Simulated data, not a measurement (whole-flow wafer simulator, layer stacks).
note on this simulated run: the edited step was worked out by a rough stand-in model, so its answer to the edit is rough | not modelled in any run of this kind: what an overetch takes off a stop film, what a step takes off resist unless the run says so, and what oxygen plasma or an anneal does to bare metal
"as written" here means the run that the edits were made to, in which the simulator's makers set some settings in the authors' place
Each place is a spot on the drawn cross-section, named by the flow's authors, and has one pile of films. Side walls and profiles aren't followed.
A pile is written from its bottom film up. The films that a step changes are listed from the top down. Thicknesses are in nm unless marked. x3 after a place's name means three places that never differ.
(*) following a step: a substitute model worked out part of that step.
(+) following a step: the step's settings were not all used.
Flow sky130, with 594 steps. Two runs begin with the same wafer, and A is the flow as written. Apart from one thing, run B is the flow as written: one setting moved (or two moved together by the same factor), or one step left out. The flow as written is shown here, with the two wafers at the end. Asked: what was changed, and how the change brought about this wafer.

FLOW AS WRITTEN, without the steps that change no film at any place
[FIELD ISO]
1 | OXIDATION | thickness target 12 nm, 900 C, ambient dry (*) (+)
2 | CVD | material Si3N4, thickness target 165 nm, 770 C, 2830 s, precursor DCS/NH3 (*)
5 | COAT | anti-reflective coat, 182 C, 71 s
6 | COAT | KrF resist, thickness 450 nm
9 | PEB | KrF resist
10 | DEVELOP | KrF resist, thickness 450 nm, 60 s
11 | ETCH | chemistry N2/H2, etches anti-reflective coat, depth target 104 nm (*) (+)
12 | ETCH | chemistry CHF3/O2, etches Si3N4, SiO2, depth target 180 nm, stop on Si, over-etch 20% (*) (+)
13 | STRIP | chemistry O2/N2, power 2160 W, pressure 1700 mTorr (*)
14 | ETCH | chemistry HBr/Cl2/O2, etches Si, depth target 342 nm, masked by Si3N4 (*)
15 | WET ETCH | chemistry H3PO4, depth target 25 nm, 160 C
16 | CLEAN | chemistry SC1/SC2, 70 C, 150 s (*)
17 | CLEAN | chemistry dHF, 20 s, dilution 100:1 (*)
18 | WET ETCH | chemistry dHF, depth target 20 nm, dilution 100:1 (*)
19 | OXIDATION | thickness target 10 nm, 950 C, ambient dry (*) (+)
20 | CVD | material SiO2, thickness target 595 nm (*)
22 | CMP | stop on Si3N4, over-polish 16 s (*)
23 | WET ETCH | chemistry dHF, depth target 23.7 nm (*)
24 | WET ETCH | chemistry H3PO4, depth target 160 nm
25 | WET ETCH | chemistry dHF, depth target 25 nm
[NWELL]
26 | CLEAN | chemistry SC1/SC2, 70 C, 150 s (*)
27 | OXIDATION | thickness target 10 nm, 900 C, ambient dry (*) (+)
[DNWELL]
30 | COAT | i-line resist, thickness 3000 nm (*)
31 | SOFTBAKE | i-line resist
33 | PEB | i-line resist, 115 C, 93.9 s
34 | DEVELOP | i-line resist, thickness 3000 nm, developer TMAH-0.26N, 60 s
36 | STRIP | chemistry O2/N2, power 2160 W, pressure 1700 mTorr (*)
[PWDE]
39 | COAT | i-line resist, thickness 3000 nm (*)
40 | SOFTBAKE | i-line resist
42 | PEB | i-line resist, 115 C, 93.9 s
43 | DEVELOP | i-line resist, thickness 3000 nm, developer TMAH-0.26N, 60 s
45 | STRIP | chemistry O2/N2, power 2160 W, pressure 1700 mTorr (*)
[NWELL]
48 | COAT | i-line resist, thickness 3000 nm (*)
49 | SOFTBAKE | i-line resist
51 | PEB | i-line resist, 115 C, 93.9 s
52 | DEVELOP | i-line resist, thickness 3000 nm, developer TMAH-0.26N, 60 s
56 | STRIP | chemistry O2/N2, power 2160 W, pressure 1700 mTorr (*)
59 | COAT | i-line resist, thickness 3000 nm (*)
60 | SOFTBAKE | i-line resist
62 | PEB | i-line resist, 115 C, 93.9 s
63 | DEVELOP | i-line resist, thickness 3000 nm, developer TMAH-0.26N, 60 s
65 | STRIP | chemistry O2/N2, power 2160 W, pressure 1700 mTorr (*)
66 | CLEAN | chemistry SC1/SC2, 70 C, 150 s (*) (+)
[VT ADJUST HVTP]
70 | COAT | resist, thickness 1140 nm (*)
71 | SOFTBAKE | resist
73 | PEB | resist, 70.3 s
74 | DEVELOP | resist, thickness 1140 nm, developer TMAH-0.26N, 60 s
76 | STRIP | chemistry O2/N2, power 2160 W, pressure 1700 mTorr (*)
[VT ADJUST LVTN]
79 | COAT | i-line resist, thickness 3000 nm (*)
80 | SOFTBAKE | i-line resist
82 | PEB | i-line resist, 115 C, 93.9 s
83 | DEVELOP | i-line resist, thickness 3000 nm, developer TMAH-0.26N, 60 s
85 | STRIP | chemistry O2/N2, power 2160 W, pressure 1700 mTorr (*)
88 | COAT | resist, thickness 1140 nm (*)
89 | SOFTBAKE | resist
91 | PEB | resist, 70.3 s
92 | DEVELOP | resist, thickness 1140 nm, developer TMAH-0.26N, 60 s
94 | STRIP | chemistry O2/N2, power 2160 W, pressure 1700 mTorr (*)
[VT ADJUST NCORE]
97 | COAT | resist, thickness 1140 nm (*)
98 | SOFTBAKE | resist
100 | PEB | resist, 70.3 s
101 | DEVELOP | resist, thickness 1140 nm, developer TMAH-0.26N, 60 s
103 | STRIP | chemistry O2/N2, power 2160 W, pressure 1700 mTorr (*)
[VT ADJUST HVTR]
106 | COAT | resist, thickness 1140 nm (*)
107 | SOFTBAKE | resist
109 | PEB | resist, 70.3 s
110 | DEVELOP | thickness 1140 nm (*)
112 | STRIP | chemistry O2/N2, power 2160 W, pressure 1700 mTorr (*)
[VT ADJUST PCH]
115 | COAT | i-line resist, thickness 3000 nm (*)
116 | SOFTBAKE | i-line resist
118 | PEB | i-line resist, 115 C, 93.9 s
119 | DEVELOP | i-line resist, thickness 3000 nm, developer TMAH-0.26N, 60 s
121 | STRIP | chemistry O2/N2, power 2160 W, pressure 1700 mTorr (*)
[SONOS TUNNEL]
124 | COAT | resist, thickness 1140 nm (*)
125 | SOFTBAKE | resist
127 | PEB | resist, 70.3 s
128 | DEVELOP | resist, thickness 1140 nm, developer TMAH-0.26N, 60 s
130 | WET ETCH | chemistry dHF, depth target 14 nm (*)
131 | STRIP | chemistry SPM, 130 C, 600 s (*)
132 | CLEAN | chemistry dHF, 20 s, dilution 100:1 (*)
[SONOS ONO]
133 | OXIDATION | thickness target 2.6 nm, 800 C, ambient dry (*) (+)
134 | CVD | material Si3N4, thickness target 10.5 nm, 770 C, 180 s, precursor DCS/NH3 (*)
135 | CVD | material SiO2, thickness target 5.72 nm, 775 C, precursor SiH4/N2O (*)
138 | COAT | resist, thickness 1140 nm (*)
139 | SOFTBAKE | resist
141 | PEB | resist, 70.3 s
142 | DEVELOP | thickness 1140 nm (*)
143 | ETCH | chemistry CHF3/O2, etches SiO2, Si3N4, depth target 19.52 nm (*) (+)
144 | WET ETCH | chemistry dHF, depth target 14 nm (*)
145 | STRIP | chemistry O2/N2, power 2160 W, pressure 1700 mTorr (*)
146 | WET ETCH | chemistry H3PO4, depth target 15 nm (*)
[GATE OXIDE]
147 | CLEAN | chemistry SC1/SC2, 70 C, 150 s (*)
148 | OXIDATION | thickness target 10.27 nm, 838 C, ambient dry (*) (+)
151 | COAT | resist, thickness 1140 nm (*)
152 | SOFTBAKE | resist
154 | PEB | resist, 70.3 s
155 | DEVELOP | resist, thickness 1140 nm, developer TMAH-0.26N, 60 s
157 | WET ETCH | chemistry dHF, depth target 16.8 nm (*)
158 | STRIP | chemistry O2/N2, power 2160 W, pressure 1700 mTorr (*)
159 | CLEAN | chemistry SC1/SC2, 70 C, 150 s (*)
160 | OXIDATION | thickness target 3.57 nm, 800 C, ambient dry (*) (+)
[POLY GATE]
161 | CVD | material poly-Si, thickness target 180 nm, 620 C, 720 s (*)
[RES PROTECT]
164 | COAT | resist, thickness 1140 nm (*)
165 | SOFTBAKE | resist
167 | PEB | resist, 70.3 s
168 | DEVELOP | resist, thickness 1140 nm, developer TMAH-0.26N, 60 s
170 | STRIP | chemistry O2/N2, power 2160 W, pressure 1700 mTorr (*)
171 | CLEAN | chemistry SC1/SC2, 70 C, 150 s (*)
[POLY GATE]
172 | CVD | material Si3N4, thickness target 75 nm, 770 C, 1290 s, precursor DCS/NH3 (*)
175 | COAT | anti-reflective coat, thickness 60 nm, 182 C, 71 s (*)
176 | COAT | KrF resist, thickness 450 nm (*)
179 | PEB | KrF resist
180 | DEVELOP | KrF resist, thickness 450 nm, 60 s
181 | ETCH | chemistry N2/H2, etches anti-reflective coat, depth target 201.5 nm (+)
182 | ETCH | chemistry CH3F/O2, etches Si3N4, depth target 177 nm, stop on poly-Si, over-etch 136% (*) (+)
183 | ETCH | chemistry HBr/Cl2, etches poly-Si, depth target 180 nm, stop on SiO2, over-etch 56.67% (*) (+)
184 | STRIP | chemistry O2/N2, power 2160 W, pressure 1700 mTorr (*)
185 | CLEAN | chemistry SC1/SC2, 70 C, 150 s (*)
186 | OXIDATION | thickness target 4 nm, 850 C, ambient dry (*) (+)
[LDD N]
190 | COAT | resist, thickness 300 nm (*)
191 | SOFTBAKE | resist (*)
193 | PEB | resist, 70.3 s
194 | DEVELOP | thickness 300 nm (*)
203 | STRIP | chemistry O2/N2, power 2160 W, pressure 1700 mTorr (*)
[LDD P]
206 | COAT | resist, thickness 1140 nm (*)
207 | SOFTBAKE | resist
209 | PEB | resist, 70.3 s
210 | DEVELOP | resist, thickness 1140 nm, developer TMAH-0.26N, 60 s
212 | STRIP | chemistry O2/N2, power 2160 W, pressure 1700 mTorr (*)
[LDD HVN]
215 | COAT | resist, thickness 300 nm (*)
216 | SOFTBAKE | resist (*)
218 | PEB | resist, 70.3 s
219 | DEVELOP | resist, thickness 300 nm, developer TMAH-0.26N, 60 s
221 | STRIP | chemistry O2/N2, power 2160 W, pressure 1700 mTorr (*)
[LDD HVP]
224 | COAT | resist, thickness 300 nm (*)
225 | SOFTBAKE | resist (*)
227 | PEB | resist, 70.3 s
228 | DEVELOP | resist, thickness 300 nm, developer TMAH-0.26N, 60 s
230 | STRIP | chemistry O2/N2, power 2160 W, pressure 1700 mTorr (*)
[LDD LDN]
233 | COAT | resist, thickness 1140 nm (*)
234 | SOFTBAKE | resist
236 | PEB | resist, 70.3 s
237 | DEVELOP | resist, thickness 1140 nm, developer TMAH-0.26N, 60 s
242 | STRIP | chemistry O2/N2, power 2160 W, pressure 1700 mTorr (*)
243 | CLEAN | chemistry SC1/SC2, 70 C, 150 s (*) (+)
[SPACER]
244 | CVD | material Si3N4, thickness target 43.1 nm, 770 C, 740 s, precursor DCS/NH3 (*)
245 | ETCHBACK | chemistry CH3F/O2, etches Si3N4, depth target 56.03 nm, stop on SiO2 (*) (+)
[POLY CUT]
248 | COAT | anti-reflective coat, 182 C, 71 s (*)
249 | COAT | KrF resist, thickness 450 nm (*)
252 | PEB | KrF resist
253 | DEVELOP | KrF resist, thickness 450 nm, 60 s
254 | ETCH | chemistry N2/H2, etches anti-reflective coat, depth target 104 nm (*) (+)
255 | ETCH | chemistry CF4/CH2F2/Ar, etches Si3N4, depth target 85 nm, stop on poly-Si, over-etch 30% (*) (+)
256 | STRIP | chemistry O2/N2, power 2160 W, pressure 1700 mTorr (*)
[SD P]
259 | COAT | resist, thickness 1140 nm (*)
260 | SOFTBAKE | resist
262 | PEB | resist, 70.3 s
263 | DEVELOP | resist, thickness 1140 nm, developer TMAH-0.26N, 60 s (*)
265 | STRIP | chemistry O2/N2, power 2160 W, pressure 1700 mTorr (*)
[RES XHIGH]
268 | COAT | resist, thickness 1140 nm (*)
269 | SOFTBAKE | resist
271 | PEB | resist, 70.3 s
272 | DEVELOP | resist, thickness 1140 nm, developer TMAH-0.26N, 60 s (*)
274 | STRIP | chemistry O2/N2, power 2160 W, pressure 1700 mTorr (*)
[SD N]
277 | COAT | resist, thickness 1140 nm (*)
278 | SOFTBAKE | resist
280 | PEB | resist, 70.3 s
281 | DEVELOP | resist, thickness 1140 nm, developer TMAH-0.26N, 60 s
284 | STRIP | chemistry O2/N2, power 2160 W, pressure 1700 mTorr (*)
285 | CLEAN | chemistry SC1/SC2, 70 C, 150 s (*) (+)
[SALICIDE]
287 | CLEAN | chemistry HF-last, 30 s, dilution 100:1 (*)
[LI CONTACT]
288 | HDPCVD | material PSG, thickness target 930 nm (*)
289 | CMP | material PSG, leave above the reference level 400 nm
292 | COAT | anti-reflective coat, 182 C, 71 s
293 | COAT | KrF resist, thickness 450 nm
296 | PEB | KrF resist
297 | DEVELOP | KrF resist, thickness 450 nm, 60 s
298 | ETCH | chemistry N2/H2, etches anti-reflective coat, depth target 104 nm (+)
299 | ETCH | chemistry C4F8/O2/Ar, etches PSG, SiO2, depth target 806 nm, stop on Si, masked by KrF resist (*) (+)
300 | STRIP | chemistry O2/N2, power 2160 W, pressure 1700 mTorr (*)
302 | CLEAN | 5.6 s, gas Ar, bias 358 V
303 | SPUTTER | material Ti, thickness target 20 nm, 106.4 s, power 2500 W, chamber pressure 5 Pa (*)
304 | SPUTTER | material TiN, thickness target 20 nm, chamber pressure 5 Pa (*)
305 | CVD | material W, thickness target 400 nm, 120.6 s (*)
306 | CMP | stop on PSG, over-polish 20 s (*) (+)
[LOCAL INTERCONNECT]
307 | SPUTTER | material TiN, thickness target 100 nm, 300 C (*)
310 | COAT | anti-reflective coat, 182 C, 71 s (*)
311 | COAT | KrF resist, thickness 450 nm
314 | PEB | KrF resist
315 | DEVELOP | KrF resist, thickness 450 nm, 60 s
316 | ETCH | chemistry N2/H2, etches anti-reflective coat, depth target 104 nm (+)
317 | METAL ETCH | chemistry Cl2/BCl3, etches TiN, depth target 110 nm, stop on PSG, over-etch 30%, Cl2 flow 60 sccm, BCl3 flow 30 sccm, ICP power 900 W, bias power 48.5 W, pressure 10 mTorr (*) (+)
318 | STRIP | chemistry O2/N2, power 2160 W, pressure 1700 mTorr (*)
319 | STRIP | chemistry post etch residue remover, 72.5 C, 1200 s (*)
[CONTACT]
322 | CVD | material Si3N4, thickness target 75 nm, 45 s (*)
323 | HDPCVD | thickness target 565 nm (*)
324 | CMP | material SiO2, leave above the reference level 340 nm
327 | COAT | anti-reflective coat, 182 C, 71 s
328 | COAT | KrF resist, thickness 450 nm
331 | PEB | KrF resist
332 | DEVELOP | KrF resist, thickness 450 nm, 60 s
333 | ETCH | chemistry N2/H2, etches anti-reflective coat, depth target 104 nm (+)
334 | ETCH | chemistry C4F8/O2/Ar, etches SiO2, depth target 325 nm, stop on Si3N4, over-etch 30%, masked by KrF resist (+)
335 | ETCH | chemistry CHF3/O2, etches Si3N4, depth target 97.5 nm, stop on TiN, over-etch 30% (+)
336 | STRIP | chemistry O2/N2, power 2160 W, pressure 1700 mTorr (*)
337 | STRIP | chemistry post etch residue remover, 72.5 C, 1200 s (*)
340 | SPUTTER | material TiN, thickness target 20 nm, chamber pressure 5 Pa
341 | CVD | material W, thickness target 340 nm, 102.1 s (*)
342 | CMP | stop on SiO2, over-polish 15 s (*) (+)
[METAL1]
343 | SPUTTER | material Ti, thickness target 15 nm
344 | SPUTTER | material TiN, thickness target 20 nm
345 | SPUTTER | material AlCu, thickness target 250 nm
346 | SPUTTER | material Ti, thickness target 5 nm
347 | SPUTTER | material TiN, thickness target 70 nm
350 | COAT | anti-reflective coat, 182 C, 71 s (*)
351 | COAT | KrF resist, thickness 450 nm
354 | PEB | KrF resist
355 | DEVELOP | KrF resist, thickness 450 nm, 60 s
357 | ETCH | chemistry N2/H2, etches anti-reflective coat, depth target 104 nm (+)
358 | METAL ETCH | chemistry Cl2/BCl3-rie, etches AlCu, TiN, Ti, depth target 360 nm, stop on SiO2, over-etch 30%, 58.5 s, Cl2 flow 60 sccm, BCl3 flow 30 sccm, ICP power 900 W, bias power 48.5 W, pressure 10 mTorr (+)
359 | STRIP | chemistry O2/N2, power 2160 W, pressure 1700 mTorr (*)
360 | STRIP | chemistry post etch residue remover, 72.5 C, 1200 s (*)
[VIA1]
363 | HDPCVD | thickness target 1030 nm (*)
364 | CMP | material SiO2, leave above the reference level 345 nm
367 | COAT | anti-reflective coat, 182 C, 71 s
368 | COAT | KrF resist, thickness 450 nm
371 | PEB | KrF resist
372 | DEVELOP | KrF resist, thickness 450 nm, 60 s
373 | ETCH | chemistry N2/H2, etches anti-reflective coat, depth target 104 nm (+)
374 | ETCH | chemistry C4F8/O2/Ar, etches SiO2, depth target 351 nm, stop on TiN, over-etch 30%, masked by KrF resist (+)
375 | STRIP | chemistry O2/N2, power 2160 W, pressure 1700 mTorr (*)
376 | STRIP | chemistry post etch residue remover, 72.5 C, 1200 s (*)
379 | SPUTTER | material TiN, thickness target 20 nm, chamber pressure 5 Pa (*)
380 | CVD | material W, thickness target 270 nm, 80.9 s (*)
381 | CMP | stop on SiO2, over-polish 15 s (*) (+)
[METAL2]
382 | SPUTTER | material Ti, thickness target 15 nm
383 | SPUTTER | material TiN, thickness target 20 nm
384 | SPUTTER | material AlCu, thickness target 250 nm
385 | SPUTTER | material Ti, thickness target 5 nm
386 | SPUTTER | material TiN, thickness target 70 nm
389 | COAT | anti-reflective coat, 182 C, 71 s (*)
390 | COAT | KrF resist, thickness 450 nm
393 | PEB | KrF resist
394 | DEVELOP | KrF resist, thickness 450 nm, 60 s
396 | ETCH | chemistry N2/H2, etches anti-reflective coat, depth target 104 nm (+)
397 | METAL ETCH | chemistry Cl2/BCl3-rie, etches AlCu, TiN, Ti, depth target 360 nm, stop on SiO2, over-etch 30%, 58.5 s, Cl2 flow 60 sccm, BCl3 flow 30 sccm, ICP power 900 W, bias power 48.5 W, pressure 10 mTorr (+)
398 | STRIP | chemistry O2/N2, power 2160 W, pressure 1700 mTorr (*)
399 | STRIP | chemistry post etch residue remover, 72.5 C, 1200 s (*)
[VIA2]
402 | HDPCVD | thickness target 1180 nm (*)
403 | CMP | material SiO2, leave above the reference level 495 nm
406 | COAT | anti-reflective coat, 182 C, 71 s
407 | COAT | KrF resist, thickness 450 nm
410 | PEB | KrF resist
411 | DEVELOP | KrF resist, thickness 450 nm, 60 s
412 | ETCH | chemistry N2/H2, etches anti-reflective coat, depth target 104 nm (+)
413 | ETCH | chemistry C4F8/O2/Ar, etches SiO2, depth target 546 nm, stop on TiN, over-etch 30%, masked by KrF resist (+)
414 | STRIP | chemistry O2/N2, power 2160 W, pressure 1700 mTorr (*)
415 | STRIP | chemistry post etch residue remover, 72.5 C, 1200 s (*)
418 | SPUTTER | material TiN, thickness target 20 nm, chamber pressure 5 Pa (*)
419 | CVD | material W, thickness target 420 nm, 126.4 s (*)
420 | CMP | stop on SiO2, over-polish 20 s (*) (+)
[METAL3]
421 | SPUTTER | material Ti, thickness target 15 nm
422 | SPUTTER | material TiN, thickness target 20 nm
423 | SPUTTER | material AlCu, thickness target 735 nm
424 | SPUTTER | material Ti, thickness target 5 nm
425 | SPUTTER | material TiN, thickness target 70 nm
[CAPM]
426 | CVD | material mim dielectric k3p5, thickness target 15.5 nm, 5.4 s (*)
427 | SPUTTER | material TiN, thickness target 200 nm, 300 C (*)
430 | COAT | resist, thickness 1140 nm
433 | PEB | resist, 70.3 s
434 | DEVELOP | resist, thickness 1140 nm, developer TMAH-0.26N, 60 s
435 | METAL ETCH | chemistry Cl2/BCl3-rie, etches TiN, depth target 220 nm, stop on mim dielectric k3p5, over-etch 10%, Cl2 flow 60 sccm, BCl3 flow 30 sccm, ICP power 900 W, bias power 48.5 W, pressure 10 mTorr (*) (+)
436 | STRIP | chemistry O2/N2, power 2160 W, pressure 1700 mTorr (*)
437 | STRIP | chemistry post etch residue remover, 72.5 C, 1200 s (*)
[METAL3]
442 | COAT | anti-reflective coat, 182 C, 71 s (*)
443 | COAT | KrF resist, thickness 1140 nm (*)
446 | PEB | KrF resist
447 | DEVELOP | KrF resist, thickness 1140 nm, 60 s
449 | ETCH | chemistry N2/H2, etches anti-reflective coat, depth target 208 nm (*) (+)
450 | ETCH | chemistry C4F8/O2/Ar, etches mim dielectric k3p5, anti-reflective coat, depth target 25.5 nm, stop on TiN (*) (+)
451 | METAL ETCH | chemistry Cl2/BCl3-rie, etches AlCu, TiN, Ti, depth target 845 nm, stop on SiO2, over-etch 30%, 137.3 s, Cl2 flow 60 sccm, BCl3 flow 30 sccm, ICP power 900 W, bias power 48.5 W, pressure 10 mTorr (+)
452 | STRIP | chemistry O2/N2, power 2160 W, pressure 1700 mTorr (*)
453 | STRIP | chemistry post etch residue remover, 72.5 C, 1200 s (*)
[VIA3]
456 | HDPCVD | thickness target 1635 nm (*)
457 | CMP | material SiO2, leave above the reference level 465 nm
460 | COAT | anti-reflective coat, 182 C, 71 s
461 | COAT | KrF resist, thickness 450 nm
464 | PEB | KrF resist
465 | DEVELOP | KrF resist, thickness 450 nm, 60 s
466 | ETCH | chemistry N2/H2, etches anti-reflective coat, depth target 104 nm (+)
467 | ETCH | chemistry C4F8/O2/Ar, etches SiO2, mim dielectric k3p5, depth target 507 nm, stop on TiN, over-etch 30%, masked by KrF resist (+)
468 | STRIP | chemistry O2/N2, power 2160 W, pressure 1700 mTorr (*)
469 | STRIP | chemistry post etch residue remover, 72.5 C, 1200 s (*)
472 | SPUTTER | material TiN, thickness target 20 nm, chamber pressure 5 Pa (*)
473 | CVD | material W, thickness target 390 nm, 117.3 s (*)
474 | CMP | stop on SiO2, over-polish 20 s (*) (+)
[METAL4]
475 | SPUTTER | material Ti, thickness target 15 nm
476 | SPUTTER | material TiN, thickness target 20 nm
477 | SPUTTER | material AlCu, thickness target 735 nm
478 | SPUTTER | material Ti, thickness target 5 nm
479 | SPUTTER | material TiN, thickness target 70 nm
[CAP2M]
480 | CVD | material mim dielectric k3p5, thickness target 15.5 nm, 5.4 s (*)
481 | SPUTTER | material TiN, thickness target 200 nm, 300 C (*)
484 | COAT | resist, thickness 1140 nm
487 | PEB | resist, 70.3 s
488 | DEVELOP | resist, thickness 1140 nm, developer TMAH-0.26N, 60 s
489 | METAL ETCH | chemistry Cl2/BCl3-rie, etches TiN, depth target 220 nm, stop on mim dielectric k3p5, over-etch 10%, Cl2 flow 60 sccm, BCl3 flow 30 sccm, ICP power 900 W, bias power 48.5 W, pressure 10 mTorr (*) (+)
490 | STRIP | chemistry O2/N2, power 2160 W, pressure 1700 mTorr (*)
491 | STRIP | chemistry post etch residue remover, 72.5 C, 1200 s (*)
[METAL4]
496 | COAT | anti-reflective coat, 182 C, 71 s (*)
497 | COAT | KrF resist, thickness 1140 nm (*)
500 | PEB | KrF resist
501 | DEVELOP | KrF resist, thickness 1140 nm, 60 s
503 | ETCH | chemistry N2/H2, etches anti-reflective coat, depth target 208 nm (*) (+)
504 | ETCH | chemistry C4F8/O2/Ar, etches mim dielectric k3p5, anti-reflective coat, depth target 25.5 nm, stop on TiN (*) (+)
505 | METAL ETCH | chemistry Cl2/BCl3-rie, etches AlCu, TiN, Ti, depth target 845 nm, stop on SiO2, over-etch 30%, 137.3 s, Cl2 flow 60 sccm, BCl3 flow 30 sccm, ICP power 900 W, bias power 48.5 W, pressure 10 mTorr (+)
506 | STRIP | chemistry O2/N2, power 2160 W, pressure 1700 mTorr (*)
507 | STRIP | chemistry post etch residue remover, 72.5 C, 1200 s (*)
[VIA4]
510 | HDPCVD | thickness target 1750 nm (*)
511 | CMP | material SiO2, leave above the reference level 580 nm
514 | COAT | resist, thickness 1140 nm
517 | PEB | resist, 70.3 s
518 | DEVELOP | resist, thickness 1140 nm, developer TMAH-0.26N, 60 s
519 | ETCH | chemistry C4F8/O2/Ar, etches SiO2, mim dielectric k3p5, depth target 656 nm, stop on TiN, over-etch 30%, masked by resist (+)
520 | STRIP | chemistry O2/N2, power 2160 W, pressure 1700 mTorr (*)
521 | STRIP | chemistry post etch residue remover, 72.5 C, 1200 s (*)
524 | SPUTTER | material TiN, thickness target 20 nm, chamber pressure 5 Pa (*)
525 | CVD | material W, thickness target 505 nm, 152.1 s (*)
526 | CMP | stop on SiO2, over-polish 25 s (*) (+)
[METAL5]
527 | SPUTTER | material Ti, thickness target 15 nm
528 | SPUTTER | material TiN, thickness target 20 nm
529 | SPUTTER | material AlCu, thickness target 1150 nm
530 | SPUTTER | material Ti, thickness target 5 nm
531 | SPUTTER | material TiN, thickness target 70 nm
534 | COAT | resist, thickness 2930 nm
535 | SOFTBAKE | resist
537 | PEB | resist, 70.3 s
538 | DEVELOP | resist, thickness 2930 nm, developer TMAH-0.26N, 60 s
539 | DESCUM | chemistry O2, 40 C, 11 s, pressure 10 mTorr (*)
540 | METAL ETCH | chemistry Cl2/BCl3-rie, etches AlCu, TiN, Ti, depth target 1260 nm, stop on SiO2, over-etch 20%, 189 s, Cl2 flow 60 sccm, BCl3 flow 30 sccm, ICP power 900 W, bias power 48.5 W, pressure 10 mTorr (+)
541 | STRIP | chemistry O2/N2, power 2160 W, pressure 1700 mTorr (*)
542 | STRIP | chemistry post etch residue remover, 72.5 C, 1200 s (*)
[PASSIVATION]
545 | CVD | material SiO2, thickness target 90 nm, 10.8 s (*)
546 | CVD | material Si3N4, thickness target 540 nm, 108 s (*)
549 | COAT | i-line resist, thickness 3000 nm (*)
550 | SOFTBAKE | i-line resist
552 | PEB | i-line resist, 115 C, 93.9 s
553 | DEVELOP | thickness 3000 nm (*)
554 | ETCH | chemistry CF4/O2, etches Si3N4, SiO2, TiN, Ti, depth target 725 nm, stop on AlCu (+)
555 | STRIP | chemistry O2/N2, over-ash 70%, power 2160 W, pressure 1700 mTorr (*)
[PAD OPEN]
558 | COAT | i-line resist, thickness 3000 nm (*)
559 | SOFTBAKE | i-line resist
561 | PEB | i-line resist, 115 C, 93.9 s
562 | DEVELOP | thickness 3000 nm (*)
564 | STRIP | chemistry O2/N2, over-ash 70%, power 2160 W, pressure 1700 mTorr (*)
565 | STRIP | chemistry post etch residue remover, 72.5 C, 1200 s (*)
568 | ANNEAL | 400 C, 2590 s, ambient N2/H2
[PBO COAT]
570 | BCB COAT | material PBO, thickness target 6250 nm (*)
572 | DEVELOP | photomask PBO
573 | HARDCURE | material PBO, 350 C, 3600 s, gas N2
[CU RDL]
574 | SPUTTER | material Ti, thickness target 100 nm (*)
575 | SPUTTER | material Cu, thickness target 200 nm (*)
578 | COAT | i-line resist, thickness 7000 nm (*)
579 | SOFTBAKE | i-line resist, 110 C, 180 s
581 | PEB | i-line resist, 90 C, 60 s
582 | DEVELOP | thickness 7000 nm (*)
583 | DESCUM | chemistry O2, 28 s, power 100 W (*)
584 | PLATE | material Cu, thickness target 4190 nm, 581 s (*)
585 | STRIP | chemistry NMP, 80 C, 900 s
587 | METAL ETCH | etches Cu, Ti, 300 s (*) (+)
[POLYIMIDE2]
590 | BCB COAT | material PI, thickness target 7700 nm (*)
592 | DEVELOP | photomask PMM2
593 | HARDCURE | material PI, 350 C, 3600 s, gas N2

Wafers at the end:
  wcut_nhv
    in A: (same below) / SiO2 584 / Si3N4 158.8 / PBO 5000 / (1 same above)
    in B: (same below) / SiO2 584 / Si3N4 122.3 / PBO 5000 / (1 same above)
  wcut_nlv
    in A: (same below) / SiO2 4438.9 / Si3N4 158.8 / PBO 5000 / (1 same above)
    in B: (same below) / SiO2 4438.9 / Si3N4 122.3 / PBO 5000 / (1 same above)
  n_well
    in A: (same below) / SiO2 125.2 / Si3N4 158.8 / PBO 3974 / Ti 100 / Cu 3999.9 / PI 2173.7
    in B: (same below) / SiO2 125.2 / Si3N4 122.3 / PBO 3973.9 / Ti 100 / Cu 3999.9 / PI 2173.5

Cause: step 546, CVD: thickness target 416 nm was run, whereas the flow has thickness target 540 nm; step 546, CVD: 83.2 s was run, where the flow has 108 s.

The path from the change to this, step by step:
  546 | CVD | material Si3N4, thickness target 540 nm, 108 s (*)
      field, active, n_well and 190 more: A Si3N4 gains 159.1 (new film) | B Si3N4 gains 122.6 (new film)
  550 | SOFTBAKE | i-line resist
      active: A i-line resist gains 12 | B i-line resist gains 11.2
      gate: A i-line resist loses 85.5 | B i-line resist loses 83.2
      (also at 54 further places)
  554 | ETCH | chemistry CF4/O2, etches Si3N4, SiO2, TiN, Ti, depth target 725 nm, stop on AlCu (+)
      field, active, n_well and 189 more: A i-line resist loses 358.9 | B i-line resist loses 322.4
      pad: A Si3N4 loses 159.1 (all of it), SiO2 loses 125.2 (all of it), TiN loses 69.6 (all of it), Ti loses 5 (all of it) | B Si3N4 loses 122.6 (all of it), SiO2 loses 125.2 (all of it), TiN loses 69.6 (all of it), Ti loses 5 (all of it)
  555 | STRIP | chemistry O2/N2, over-ash 70%, power 2160 W, pressure 1700 mTorr (*)
      n_well, p_well, sd_n, sd_p: A i-line resist loses 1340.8 (all of it) | B i-line resist loses 1377.3 (all of it)
      ndiff_licon_rim, ndiff_licon: A i-line resist loses 1368.9 (all of it) | B i-line resist loses 1402.5 (all of it)
      (also at 7 further places)
  559 | SOFTBAKE | i-line resist
      field: A i-line resist gains 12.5 | B i-line resist gains 11.7
      active: A i-line resist gains 12 | B i-line resist gains 11.2
      (also at 60 further places)
  578 | COAT | i-line resist, thickness 7000 nm (*)
      pad: A i-line resist gains 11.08 um (new film) | B i-line resist gains 11.05 um (new film)
  579 | SOFTBAKE | i-line resist, 110 C, 180 s
      mim, vcap_hvt: A i-line resist loses 16.8 | B i-line resist loses 16.2
      ndiff_licon_rim, ndiff_licon: A i-line resist loses 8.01 | B i-line resist loses 7.45
      (also at 12 further places)
  582 | DEVELOP | thickness 7000 nm (*)
      pad: A i-line resist loses 11.08 um (all of it) | B i-line resist loses 11.05 um (all of it)
